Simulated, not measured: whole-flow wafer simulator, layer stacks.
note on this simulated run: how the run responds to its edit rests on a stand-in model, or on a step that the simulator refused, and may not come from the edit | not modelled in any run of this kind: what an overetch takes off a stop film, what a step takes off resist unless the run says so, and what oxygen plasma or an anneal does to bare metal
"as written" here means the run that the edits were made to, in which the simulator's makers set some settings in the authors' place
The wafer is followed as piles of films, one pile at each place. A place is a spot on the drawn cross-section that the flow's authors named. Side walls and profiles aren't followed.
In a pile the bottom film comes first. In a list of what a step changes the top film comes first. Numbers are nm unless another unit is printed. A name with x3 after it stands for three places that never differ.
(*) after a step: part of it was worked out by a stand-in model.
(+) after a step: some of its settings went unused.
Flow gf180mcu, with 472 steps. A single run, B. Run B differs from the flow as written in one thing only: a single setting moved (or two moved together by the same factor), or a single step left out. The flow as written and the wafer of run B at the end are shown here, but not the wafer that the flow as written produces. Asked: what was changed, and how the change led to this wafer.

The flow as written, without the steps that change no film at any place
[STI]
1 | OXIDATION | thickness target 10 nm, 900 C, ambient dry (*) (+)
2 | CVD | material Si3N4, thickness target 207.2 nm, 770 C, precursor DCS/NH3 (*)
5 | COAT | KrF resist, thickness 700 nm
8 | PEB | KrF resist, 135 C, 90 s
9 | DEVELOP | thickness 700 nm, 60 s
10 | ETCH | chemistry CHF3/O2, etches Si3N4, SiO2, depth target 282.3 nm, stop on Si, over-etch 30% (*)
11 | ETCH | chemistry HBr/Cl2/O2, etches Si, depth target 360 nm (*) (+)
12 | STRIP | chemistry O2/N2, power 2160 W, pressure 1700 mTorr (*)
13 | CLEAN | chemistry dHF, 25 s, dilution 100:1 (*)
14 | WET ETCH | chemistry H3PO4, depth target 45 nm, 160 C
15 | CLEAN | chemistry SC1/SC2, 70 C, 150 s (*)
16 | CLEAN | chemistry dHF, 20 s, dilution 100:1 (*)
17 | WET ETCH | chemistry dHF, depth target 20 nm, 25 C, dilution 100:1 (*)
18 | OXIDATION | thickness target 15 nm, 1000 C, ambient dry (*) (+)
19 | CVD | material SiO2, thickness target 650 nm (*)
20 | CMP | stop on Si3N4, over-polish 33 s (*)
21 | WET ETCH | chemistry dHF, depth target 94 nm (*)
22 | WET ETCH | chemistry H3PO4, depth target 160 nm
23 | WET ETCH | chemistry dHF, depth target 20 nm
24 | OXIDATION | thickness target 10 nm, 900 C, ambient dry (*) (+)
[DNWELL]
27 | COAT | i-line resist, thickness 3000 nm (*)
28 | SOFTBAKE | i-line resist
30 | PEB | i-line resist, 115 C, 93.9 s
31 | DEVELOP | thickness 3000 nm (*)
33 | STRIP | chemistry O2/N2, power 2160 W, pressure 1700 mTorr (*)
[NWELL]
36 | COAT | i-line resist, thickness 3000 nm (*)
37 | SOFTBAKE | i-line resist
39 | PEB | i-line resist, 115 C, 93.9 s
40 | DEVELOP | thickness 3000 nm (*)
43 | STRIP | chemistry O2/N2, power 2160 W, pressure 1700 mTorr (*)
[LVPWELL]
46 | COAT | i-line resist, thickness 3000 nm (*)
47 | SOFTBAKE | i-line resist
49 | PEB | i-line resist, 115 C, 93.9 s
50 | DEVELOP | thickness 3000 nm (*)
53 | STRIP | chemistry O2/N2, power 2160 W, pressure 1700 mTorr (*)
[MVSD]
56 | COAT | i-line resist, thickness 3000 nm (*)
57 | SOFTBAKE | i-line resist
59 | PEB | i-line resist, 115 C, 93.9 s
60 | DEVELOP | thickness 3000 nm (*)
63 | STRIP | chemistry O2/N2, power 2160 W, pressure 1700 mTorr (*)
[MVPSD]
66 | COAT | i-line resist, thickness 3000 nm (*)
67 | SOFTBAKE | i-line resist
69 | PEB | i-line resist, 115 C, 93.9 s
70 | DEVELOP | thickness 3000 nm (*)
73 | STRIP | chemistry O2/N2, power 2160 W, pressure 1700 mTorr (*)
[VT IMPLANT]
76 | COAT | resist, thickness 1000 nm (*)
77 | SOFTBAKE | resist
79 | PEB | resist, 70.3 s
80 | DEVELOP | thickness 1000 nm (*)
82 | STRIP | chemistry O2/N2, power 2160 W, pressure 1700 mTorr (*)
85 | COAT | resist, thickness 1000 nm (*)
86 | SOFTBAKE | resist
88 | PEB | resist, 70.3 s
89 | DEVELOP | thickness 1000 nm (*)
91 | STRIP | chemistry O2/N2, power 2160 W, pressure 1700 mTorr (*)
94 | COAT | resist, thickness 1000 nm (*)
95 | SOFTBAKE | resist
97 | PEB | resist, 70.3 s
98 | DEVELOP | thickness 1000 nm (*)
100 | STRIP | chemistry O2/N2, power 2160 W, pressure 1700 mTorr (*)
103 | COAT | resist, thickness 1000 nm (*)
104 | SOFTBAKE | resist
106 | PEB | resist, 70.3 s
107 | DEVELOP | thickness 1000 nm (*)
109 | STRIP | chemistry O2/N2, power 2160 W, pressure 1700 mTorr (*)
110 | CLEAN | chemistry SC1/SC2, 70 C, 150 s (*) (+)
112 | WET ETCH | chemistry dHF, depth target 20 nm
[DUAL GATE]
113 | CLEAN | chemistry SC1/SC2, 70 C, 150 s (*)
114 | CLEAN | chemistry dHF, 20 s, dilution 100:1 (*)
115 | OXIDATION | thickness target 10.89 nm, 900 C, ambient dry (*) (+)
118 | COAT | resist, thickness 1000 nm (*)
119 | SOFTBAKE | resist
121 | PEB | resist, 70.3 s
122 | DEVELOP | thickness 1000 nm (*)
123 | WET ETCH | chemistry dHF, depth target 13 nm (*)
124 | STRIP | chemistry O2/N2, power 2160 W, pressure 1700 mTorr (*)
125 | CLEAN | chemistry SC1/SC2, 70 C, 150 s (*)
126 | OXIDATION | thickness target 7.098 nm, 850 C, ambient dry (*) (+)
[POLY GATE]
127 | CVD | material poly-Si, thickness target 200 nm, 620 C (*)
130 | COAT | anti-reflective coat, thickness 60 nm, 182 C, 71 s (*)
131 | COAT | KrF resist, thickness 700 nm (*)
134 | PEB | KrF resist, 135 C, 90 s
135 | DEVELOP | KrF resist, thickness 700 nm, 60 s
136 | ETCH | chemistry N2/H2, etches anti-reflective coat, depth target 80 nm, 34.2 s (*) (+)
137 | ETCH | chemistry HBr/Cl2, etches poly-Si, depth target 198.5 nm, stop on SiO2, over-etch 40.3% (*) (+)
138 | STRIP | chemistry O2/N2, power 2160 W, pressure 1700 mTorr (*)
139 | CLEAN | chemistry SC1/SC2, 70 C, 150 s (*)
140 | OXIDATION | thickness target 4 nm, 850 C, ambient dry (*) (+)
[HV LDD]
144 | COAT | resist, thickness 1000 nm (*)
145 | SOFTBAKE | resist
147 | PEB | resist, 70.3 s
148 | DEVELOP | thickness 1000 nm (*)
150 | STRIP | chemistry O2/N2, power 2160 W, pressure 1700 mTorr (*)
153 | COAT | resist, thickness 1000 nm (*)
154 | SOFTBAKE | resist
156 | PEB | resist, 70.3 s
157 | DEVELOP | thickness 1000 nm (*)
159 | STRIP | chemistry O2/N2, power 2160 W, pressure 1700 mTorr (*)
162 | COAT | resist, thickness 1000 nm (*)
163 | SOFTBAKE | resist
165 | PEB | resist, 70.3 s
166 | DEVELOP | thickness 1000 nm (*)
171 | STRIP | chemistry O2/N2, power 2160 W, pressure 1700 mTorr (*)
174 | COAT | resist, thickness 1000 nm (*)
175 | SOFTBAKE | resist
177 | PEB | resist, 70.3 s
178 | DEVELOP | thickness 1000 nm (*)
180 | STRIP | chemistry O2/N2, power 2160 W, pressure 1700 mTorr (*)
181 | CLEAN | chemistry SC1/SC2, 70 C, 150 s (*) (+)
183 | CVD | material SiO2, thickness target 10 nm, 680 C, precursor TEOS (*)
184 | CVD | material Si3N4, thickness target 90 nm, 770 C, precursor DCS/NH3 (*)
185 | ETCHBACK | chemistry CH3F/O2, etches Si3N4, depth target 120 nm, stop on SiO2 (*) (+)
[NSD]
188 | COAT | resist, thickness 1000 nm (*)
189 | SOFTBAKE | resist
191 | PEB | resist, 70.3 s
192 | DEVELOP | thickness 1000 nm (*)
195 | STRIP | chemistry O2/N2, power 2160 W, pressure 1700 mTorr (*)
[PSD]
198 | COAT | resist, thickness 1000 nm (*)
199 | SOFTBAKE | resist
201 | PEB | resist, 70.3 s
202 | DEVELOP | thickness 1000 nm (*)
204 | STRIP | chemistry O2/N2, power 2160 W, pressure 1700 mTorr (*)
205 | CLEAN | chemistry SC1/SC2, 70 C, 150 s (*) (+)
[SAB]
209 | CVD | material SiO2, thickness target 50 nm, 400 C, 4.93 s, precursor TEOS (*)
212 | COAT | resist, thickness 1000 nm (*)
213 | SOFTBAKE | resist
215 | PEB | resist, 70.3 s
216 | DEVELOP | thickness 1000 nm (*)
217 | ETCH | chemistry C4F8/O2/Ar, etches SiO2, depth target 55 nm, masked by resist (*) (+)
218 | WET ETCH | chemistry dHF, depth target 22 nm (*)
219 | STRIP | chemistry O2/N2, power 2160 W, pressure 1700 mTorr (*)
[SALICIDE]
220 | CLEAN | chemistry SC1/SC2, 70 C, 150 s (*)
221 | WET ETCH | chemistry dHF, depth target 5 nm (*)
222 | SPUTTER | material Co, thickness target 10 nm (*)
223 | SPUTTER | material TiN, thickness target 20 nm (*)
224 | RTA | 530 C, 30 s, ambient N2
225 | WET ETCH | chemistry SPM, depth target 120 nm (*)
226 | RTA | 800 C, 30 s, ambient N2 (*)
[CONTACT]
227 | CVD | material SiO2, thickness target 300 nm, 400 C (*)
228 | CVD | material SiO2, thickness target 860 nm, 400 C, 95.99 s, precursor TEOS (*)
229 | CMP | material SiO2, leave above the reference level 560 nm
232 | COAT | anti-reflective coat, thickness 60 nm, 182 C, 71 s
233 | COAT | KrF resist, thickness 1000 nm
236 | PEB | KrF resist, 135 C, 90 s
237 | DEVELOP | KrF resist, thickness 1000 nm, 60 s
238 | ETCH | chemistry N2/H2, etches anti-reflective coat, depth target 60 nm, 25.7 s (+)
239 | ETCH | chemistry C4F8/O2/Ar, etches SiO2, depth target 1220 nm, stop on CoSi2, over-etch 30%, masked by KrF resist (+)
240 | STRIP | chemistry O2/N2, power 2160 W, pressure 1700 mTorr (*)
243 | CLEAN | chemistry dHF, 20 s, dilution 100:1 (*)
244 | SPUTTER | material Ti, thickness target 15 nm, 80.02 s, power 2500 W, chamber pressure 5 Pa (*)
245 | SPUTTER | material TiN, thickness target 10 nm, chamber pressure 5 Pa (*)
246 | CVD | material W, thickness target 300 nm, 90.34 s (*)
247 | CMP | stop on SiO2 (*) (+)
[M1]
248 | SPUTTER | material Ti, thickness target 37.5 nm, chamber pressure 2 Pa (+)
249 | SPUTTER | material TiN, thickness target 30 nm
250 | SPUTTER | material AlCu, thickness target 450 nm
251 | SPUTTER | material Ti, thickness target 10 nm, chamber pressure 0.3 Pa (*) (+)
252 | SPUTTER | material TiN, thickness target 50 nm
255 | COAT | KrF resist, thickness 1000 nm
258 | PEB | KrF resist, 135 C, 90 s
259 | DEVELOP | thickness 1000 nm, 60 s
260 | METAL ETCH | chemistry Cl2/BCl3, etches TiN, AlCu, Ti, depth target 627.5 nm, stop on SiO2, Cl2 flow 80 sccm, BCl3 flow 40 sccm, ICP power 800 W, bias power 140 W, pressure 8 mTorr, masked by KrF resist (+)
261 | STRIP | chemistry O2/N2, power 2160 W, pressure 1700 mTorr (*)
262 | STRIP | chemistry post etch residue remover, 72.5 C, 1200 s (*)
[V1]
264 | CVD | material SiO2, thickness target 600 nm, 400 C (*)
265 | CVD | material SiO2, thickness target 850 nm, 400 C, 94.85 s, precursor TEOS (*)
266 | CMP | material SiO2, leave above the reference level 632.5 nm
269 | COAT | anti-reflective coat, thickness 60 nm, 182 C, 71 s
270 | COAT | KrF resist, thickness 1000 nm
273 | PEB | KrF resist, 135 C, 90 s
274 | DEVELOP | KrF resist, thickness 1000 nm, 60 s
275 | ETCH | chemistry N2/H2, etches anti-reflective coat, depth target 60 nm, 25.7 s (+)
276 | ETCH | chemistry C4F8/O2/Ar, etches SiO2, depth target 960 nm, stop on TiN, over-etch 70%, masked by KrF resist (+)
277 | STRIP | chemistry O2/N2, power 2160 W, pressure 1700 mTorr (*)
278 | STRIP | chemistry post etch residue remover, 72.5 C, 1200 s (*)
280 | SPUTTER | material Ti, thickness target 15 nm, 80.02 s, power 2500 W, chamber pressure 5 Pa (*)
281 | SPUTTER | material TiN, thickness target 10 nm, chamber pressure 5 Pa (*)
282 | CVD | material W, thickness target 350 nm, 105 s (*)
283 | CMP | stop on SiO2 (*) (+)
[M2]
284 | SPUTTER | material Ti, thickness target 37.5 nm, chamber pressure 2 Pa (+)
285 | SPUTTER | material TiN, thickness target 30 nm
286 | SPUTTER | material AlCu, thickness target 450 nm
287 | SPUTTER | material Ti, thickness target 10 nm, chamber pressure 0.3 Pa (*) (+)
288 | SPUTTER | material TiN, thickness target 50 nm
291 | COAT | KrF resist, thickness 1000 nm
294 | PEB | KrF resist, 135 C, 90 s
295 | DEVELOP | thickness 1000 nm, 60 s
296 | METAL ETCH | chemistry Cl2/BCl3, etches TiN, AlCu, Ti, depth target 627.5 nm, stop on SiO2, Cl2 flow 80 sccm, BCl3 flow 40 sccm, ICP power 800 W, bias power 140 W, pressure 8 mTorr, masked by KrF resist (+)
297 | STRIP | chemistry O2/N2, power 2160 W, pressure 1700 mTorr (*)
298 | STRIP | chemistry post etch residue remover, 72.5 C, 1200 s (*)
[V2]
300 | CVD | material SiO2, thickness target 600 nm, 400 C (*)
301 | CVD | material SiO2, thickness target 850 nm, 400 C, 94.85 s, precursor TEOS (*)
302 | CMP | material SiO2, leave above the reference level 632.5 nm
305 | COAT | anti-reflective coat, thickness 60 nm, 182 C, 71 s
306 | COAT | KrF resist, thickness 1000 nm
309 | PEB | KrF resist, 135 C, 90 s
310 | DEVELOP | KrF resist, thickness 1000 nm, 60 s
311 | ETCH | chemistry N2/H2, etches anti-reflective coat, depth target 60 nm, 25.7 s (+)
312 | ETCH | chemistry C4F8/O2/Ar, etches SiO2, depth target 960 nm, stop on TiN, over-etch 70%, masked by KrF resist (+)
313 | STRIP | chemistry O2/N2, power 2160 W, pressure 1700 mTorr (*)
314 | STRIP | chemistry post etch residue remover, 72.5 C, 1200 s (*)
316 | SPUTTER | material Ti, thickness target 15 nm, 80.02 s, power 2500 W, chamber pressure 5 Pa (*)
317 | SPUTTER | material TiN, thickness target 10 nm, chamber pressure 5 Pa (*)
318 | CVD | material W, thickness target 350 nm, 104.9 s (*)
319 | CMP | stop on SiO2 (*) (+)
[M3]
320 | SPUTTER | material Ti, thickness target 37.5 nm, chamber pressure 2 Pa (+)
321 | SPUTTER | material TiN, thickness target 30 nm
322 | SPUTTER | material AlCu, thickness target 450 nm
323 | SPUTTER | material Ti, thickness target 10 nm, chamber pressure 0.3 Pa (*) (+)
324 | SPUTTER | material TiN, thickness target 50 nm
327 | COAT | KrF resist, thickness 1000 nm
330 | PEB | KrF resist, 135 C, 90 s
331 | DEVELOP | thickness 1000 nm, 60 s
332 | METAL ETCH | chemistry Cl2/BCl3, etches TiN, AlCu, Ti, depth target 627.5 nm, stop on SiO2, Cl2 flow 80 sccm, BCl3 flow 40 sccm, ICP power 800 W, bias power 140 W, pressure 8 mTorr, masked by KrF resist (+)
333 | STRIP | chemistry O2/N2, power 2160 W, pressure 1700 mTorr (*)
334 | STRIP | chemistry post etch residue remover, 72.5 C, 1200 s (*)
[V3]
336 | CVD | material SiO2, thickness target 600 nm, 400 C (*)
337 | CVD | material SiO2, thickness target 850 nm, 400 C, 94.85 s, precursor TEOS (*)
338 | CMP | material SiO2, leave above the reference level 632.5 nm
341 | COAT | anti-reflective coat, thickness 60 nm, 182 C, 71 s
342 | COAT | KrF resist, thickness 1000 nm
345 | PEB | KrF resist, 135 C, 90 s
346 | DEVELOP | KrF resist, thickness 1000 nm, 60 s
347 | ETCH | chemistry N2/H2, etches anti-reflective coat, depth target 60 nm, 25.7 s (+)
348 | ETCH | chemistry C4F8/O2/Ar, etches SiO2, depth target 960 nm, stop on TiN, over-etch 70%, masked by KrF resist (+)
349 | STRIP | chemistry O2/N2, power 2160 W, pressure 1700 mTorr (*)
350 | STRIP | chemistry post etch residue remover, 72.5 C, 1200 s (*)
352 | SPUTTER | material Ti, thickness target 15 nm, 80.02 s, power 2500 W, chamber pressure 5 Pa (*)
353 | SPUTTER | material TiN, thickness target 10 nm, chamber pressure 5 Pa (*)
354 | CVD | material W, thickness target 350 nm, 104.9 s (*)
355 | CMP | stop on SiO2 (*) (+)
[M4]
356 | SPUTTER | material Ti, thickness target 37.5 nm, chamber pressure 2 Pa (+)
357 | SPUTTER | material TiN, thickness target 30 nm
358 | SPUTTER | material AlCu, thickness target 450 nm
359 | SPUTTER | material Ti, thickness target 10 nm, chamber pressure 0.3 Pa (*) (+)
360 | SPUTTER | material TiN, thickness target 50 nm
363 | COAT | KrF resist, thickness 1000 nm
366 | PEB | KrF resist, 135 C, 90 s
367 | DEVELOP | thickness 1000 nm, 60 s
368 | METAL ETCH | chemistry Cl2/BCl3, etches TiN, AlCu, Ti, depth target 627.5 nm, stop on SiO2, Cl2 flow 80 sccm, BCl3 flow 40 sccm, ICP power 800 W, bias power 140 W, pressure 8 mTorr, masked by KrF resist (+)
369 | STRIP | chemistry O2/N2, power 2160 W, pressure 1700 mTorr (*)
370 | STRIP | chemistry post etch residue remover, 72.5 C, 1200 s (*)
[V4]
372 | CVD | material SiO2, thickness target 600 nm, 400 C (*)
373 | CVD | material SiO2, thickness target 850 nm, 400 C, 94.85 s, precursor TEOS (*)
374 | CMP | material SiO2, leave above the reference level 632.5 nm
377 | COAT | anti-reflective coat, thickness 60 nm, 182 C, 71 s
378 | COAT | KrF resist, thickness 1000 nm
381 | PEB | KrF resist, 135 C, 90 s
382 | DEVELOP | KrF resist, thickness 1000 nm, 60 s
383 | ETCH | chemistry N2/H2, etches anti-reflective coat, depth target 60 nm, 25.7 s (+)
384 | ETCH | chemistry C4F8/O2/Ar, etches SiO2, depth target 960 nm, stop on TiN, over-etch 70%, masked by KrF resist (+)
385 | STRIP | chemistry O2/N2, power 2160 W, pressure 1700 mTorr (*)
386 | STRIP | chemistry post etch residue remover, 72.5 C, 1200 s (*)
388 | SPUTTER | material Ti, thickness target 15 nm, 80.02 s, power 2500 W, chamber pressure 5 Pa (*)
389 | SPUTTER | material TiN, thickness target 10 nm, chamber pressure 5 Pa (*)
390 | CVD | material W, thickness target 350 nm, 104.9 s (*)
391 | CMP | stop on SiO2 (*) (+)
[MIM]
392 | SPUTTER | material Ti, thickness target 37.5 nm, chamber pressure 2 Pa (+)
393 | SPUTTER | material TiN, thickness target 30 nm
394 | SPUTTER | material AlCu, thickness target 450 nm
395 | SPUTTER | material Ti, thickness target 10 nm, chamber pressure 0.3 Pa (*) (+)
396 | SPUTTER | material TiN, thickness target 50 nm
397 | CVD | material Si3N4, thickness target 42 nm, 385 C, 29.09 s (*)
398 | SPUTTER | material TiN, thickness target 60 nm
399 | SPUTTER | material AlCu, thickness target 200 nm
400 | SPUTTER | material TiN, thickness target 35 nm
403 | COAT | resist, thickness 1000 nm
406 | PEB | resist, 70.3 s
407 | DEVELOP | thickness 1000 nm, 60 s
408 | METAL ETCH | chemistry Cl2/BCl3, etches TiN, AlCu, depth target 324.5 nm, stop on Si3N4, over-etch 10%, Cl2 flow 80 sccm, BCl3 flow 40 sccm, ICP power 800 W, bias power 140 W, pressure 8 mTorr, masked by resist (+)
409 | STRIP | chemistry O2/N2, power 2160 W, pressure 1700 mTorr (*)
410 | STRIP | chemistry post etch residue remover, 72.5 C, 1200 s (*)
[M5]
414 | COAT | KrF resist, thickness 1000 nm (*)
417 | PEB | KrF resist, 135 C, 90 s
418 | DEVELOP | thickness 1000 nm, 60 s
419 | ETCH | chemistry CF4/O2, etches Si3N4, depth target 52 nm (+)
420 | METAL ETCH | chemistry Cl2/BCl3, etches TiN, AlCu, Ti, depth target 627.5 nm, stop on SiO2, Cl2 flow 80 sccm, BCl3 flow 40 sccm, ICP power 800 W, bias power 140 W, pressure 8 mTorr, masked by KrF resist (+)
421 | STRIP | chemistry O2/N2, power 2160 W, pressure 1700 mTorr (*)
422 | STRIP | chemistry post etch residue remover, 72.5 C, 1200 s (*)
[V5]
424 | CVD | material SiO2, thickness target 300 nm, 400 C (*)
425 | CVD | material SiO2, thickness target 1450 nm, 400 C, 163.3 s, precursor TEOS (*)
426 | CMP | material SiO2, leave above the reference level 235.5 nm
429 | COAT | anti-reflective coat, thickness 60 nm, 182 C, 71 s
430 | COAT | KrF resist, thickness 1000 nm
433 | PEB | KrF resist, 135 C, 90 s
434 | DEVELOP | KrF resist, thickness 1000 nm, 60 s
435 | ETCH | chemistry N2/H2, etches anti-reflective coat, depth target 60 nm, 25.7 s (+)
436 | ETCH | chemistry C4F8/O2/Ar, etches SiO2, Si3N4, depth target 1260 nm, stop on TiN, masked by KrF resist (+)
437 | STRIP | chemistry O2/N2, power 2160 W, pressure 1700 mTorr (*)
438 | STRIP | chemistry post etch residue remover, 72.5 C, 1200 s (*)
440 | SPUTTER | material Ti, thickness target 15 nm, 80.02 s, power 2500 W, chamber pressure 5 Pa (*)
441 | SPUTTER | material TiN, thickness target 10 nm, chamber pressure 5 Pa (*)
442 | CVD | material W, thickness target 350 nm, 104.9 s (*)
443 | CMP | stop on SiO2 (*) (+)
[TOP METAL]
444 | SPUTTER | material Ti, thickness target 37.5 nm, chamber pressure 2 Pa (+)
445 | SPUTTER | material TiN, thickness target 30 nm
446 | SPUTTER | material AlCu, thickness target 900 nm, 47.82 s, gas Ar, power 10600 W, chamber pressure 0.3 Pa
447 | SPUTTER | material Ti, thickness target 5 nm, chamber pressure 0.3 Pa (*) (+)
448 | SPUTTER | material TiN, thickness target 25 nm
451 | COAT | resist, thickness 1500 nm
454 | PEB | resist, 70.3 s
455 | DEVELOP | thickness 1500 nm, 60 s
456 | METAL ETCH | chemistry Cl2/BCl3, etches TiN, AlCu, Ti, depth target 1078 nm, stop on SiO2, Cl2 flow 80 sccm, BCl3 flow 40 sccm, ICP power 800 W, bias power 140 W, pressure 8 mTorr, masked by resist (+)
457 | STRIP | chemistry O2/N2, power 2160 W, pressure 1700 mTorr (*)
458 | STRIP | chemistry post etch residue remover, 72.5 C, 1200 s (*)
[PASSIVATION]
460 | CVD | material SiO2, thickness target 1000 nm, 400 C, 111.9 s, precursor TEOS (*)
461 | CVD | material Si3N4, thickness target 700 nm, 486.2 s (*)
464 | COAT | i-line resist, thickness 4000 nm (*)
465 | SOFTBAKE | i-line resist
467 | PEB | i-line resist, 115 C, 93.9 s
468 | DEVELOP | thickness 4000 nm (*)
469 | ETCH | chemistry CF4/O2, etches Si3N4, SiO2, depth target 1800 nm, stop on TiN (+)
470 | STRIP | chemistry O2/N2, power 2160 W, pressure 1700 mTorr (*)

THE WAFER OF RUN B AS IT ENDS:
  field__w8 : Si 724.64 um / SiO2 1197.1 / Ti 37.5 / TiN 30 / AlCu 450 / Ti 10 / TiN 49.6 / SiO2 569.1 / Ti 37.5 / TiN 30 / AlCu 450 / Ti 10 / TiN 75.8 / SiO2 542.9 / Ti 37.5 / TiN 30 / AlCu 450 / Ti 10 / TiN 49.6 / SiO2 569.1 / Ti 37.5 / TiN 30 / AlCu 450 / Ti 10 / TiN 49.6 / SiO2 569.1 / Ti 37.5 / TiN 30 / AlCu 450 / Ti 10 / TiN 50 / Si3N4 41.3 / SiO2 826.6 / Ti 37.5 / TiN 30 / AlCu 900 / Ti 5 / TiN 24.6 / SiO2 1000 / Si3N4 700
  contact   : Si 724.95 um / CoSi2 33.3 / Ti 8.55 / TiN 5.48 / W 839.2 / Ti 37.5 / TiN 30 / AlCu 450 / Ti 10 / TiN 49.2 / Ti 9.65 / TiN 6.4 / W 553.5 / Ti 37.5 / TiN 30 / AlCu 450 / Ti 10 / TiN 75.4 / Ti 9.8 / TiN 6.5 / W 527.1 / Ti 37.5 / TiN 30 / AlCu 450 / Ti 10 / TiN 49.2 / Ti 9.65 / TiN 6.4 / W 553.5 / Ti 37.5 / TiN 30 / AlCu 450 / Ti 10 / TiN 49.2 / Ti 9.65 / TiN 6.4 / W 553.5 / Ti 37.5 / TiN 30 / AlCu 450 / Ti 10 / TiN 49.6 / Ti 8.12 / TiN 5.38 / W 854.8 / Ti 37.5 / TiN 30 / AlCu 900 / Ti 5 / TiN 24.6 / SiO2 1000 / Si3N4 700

Cause: step 288, SPUTTER: thickness target 76.2 nm was run, though the flow has thickness target 50 nm.

Step by step, how the change led to this:
  288 | SPUTTER | material TiN, thickness target 50 nm
      field, field__w1, field__w2 and 108 more: TiN gains 76.2 (new film) (it would be, as written: TiN gains 50 (new film))
  296 | METAL ETCH | chemistry Cl2/BCl3, etches TiN, AlCu, Ti, depth target 627.5 nm, stop on SiO2, Cl2 flow 80 sccm, BCl3 flow 40 sccm, ICP power 800 W, bias power 140 W, pressure 8 mTorr, masked by KrF resist (+)
      field, field__w1, field__w2 and 103 more: TiN loses 76.2 (all of it), Ti loses 10 (all of it), AlCu loses 450 (all of it), TiN loses 30 (all of it), Ti loses 37.5 (all of it) (it would be, as written: TiN loses 50 (all of it), Ti loses 10 (all of it), AlCu loses 450 (all of it), TiN loses 30 (all of it), Ti loses 37.5 (all of it))
  302 | CMP | material SiO2, leave above the reference level 632.5 nm
      field__w8, contact, m1, m1__w1, m1_nw: SiO2 loses 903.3 (it would be, as written: SiO2 loses 877.1)
  312 | ETCH | chemistry C4F8/O2/Ar, etches SiO2, depth target 960 nm, stop on TiN, over-etch 70%, masked by KrF resist (+)
      field, field__w1, field__w2 and 107 more: KrF resist loses 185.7 (it would be, as written: KrF resist loses 192)
      contact: SiO2 loses 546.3 (all of it) (it would be, as written: SiO2 loses 572.5 (all of it))
  318 | CVD | material W, thickness target 350 nm, 104.9 s (*)
      contact: W gains 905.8 (new film) (it would be, as written: W gains 932.3 (new film))
